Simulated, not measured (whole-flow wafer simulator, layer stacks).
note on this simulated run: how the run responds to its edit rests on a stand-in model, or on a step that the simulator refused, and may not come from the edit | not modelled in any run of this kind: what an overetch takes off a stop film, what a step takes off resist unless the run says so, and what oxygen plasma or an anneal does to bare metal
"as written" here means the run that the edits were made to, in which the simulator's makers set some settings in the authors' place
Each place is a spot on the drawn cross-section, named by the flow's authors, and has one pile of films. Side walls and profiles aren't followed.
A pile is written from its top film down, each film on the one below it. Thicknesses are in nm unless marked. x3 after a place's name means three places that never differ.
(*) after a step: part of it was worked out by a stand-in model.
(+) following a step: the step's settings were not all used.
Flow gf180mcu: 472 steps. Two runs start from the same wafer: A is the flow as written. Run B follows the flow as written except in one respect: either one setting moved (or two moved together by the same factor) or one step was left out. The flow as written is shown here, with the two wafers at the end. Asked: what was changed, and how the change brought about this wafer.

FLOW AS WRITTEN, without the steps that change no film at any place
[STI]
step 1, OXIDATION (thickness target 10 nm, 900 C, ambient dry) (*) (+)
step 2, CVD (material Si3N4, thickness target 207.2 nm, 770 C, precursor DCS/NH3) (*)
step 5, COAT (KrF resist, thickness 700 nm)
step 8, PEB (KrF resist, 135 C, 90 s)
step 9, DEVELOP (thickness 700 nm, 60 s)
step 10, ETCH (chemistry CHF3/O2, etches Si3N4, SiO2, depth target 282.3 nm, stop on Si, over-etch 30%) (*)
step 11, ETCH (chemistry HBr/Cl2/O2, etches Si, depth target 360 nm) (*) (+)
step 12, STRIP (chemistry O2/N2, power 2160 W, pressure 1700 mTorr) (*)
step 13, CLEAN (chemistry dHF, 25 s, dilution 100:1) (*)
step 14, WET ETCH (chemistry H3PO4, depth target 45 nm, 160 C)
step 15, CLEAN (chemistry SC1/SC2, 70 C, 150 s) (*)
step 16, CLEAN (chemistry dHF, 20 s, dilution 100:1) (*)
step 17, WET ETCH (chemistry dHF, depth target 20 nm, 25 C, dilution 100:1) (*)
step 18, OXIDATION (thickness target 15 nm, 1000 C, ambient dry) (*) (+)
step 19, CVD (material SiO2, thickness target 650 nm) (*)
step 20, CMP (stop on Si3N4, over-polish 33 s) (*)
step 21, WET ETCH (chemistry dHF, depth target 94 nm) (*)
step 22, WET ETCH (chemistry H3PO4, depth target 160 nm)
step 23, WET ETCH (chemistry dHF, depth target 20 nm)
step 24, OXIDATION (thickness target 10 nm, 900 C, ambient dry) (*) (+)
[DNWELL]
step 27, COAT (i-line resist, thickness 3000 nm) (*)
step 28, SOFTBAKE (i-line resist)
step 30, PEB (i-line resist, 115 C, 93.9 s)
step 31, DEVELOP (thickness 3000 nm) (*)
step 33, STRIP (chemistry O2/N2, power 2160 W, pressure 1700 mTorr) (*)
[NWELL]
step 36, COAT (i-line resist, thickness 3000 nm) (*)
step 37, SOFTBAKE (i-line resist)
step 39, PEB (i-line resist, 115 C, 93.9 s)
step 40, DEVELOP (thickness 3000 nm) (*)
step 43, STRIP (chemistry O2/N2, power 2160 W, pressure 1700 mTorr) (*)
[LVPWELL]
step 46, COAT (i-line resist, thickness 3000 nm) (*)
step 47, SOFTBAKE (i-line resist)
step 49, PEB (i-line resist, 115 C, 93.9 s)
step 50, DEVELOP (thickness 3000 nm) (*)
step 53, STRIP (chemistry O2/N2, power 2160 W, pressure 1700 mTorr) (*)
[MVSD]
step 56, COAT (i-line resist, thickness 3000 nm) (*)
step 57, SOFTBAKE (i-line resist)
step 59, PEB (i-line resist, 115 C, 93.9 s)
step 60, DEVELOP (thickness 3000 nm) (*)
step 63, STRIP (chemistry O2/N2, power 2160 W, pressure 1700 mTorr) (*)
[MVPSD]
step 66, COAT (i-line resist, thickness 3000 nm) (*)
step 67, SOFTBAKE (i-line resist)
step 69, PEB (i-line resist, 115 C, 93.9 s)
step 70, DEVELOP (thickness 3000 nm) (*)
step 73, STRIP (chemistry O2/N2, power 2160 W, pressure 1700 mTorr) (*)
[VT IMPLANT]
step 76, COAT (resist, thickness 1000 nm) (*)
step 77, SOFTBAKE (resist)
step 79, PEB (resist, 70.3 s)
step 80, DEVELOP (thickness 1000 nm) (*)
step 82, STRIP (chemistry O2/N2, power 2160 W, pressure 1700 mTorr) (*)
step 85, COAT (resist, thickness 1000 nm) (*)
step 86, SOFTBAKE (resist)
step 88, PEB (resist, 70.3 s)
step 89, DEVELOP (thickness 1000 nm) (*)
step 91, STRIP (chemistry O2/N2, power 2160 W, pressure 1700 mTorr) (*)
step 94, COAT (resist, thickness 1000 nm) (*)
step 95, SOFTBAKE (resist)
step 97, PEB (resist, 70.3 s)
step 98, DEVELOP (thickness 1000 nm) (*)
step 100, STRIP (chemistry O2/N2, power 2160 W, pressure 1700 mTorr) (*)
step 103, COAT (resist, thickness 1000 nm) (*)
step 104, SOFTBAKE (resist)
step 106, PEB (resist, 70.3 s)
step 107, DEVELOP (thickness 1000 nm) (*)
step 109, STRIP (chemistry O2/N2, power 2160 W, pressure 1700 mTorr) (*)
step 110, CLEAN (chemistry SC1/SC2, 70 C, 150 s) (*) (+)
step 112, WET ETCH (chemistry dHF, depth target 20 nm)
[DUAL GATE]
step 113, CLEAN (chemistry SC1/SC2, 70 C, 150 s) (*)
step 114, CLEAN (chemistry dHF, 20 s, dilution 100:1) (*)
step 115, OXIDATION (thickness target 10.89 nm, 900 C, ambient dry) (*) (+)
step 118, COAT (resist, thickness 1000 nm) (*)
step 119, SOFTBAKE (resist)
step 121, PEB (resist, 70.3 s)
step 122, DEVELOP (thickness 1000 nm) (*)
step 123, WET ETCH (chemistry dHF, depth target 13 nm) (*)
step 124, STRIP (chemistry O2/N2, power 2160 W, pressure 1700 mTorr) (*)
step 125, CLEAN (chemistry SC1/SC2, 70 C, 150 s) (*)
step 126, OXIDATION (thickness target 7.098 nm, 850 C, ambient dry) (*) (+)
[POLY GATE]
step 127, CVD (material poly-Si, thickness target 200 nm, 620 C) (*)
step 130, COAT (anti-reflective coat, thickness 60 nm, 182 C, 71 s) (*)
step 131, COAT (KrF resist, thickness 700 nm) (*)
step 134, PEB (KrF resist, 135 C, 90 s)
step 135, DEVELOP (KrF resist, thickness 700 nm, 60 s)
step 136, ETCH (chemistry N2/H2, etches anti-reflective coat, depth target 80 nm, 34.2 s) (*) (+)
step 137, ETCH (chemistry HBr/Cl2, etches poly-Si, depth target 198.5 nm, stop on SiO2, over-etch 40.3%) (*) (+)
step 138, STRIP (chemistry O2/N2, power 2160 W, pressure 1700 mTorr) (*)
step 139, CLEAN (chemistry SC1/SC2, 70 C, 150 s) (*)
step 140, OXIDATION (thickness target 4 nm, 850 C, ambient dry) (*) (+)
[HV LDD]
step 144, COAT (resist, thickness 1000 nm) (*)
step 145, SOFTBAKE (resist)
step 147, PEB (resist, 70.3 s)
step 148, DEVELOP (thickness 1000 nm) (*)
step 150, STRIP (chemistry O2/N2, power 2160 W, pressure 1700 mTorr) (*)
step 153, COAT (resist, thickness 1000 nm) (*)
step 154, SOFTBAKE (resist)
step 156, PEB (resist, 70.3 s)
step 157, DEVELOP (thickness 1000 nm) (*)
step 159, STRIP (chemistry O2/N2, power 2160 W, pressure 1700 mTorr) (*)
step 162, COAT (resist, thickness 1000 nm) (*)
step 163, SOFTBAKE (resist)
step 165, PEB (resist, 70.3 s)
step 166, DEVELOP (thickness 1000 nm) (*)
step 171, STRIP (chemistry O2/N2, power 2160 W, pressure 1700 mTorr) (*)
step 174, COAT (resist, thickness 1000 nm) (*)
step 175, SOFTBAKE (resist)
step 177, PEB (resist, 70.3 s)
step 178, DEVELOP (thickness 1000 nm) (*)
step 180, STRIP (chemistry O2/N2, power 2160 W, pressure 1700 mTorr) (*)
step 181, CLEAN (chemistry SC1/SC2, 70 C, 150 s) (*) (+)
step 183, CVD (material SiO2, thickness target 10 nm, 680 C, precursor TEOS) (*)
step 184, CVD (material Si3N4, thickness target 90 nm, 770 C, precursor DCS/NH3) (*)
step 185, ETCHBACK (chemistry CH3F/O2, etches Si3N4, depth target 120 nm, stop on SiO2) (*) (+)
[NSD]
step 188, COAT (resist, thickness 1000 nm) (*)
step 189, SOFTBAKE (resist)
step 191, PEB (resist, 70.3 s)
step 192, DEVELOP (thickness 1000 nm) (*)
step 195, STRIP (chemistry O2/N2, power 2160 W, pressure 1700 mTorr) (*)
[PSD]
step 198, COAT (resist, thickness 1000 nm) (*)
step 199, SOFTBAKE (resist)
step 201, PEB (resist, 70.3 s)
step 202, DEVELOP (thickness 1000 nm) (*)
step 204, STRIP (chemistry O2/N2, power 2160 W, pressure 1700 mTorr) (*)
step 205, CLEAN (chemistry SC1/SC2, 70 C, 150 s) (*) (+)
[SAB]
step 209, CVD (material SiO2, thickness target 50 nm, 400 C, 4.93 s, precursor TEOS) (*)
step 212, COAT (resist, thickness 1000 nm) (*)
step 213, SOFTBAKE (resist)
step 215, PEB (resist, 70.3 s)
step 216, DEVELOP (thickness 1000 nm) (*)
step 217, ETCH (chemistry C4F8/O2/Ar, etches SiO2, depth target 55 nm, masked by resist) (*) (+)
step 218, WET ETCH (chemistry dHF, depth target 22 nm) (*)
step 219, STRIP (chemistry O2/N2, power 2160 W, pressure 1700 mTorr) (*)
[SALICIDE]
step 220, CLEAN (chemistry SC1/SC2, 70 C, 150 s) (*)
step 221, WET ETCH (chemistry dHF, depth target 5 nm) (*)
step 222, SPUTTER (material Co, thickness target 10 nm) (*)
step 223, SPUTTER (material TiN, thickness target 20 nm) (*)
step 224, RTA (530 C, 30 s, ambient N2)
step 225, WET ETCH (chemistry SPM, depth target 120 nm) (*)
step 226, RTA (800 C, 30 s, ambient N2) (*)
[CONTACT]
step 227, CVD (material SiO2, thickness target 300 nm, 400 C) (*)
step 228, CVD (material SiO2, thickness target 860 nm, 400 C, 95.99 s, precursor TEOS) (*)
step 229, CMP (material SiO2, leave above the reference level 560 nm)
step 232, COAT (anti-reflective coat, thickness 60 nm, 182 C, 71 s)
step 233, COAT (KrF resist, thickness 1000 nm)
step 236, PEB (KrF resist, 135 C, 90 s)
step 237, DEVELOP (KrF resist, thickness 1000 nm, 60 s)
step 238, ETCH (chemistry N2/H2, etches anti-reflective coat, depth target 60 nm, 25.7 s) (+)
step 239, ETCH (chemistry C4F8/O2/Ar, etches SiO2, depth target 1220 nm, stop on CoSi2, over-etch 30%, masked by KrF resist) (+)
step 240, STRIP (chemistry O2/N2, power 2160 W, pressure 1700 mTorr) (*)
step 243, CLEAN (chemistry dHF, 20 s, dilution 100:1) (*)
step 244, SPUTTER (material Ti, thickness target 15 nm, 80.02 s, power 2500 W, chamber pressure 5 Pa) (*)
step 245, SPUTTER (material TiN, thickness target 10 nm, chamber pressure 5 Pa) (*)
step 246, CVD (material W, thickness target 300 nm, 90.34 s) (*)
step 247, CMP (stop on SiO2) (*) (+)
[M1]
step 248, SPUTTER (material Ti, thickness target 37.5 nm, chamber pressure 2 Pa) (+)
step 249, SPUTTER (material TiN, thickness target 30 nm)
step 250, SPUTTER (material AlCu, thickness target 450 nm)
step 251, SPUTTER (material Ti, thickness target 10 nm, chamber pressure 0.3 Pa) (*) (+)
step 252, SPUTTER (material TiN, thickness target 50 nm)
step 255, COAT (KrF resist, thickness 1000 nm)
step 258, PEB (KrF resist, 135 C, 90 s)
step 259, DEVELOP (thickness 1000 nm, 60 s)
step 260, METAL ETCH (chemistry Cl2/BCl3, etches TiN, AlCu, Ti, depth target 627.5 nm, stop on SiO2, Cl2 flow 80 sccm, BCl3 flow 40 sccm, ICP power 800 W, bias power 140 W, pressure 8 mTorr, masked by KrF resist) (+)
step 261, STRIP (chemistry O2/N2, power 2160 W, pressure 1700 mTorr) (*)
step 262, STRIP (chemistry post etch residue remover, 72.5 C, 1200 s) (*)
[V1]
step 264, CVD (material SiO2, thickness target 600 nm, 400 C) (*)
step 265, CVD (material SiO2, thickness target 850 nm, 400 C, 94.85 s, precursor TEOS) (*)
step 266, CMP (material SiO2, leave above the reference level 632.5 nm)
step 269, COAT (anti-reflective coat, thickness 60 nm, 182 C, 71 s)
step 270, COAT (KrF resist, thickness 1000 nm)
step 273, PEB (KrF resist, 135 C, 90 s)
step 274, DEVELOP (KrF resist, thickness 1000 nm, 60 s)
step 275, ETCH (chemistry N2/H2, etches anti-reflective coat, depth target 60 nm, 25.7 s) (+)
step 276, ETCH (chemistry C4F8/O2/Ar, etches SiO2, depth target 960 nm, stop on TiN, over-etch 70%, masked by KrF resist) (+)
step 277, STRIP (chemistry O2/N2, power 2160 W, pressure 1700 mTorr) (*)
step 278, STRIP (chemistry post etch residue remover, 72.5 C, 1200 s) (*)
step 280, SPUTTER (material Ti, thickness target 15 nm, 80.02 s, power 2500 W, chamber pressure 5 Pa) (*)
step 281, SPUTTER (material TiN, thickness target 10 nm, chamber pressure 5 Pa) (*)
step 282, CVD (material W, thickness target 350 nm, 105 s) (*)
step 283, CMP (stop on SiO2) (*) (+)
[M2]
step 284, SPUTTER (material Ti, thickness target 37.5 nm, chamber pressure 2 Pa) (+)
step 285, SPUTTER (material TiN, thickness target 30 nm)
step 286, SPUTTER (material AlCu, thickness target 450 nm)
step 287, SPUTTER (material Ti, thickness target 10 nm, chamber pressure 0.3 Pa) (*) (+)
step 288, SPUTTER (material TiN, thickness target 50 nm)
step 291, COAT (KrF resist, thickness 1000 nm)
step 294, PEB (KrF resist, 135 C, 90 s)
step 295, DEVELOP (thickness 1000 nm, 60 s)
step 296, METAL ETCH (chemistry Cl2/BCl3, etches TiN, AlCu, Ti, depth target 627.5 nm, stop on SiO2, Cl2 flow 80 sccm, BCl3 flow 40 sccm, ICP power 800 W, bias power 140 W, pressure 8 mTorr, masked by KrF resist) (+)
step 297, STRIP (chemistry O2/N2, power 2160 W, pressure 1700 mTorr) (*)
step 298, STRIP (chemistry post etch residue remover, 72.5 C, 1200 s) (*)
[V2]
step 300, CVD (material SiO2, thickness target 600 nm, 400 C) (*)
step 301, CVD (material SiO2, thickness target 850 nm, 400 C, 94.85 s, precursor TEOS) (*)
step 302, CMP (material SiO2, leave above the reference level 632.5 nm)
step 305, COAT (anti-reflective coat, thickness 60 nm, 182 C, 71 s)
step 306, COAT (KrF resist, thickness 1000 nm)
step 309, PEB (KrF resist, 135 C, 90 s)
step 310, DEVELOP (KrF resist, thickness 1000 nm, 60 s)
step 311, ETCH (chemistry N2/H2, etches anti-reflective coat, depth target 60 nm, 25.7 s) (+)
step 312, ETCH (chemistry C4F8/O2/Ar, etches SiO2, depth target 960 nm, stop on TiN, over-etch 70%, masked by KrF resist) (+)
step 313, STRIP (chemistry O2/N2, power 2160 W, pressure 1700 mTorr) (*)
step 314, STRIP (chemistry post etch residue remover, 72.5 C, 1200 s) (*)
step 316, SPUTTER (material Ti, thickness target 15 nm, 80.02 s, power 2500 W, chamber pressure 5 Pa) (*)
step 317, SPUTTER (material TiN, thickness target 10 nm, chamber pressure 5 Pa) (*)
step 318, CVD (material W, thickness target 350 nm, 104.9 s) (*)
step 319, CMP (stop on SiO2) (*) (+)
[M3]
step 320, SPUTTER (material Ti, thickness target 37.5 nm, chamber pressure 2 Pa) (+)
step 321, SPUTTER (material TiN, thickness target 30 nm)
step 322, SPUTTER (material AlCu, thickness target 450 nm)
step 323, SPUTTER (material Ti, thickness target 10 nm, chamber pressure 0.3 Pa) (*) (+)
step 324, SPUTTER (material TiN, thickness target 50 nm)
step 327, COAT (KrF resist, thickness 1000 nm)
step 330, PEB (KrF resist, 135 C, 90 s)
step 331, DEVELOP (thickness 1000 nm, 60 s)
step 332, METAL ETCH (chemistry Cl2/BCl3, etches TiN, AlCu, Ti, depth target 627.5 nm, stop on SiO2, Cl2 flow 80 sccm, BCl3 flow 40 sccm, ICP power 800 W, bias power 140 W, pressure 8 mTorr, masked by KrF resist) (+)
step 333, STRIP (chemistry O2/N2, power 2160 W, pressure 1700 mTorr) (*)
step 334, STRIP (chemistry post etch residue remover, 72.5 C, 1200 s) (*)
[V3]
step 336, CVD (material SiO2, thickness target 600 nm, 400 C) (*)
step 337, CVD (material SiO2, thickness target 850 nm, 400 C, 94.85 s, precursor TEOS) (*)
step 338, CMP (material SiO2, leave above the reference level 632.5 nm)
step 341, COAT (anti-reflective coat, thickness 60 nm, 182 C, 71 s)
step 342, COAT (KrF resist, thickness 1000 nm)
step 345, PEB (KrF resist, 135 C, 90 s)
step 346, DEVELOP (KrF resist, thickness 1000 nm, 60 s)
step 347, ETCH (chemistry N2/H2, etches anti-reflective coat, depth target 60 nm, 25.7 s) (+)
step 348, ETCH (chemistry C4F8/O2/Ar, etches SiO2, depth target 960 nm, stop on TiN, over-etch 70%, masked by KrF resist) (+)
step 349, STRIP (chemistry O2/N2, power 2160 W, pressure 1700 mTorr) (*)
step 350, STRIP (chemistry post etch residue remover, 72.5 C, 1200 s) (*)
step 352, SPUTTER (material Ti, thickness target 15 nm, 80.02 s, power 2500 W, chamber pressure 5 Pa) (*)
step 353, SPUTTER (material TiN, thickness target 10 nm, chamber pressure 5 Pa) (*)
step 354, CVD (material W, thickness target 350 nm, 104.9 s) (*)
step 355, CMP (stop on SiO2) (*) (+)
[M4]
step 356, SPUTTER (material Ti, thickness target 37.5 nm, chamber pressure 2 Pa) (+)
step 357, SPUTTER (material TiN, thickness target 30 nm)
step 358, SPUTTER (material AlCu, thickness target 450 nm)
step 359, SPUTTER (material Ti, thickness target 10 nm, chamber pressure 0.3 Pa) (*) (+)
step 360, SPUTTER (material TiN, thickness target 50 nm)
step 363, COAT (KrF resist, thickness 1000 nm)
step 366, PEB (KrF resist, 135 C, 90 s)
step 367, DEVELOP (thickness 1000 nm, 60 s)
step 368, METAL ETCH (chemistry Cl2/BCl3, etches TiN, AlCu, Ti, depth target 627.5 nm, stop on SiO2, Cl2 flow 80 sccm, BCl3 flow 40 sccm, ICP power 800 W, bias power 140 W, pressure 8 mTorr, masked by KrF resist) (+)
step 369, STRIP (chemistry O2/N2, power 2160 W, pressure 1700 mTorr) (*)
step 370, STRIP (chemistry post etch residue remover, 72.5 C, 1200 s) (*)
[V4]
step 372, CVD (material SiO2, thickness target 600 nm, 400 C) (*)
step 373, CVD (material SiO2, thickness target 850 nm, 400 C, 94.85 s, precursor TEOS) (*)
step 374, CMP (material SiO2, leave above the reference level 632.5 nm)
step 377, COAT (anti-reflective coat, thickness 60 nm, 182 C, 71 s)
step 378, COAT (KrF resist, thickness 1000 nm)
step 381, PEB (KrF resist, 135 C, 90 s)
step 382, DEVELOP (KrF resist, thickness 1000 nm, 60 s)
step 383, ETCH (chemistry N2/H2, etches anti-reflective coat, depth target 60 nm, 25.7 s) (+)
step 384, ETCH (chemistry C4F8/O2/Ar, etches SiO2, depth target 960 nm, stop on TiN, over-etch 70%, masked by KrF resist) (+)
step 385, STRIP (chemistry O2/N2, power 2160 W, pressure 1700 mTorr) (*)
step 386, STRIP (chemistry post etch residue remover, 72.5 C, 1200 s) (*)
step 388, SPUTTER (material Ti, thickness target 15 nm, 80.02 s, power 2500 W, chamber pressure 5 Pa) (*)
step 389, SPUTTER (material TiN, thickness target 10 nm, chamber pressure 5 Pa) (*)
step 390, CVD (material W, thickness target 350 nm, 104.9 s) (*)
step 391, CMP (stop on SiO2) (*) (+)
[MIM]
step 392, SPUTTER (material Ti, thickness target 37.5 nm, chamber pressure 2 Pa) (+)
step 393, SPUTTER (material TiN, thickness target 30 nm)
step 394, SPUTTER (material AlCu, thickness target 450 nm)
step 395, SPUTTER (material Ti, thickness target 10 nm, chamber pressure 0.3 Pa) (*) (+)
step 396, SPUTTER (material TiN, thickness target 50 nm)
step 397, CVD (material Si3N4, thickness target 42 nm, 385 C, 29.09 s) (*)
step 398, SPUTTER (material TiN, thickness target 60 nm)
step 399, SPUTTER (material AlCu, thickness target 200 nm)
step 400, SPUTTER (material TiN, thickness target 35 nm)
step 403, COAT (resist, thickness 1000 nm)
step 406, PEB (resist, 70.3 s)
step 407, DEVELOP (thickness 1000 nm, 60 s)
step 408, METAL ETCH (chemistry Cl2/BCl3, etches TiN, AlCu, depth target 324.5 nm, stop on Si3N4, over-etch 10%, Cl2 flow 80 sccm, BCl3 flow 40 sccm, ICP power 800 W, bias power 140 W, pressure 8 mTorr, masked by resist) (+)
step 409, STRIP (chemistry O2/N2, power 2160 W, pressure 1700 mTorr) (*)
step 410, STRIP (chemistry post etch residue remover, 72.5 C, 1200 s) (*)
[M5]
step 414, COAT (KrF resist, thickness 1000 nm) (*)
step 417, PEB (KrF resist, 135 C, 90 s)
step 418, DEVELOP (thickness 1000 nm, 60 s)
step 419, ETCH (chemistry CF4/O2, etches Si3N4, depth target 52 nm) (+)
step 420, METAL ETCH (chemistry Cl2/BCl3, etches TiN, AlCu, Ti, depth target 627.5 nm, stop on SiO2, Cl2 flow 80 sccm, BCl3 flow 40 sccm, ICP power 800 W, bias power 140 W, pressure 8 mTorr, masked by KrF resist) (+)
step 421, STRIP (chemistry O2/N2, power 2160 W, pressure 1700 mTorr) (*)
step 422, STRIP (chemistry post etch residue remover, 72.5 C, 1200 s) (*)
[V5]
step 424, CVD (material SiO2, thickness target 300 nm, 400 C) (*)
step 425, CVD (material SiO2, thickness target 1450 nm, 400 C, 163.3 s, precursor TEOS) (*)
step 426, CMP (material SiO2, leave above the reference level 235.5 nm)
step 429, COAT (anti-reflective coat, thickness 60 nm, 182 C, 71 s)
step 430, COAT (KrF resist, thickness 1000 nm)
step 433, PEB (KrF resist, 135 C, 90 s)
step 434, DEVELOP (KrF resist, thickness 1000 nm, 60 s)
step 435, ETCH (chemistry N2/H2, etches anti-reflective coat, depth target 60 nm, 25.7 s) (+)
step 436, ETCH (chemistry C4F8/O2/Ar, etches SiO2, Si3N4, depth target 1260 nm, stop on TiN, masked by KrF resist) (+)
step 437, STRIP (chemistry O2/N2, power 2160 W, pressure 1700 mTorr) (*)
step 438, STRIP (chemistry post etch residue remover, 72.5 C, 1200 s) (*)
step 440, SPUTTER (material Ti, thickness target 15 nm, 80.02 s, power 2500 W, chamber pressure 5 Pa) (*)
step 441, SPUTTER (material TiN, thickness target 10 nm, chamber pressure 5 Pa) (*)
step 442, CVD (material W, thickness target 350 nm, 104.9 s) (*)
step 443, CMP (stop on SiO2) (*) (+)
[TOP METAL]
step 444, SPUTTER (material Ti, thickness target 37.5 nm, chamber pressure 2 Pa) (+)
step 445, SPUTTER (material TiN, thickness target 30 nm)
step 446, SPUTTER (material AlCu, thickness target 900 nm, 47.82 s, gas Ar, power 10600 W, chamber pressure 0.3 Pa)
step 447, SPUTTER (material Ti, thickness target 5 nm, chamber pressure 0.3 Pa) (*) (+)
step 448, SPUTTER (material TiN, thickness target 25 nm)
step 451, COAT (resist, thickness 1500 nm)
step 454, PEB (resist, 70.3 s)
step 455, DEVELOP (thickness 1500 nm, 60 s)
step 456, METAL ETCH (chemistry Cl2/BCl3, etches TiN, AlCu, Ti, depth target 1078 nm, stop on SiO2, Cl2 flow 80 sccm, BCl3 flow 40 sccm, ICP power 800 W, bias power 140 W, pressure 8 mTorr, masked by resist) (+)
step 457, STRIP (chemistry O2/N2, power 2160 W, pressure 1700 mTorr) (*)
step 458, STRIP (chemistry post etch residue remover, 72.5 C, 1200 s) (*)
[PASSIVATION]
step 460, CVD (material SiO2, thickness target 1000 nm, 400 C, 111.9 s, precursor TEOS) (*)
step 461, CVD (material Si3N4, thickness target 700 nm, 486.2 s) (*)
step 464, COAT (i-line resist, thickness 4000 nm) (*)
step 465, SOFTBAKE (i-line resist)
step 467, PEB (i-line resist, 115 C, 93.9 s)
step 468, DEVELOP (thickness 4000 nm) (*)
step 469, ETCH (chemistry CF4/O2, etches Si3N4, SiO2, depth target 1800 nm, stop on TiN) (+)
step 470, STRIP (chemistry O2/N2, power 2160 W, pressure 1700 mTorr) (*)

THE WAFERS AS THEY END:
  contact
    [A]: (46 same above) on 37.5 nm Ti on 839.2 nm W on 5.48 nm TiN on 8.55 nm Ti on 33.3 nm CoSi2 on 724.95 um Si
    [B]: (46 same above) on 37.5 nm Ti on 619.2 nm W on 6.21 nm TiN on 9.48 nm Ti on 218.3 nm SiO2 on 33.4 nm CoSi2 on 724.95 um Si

Cause: step 239, ETCH: depth target 640 nm was run, while the flow as written has depth target 1220 nm.

How this came from the change, step by step:
  step 239, ETCH (chemistry C4F8/O2/Ar, etches SiO2, depth target 1220 nm, stop on CoSi2, over-etch 30%, masked by KrF resist) (+)
      contact: A SiO2 loses 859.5 (all of it) | B SiO2 loses 640
      field, field__w1, field__w2 and 105 more: A KrF resist loses 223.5 | B KrF resist loses 128
  step 240, STRIP (chemistry O2/N2, power 2160 W, pressure 1700 mTorr) (*)
      field, field__w1, field__w2 and 105 more: A KrF resist loses 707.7 (all of it), anti-reflective coat loses 60 (all of it) | B KrF resist loses 803.2 (all of it), anti-reflective coat loses 60 (all of it)
  step 243, CLEAN (chemistry dHF, 20 s, dilution 100:1) (*)
      contact: A CoSi2 loses 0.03 | B SiO2 loses 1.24
  step 244, SPUTTER (material Ti, thickness target 15 nm, 80.02 s, power 2500 W, chamber pressure 5 Pa) (*)
      contact: A Ti gains 8.55 (new film) | B Ti gains 9.48 (new film)
  step 245, SPUTTER (material TiN, thickness target 10 nm, chamber pressure 5 Pa) (*)
      contact: A TiN gains 5.48 (new film) | B TiN gains 6.21 (new film)
  step 246, CVD (material W, thickness target 300 nm, 90.34 s) (*)
      contact: A W gains 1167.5 (new film) | B W gains 947.5 (new film)
With metal films that touch counted as one body, contact has 2 bodies (between them, from the top down: SiO2 218.3); the flow as written gives 1 body.
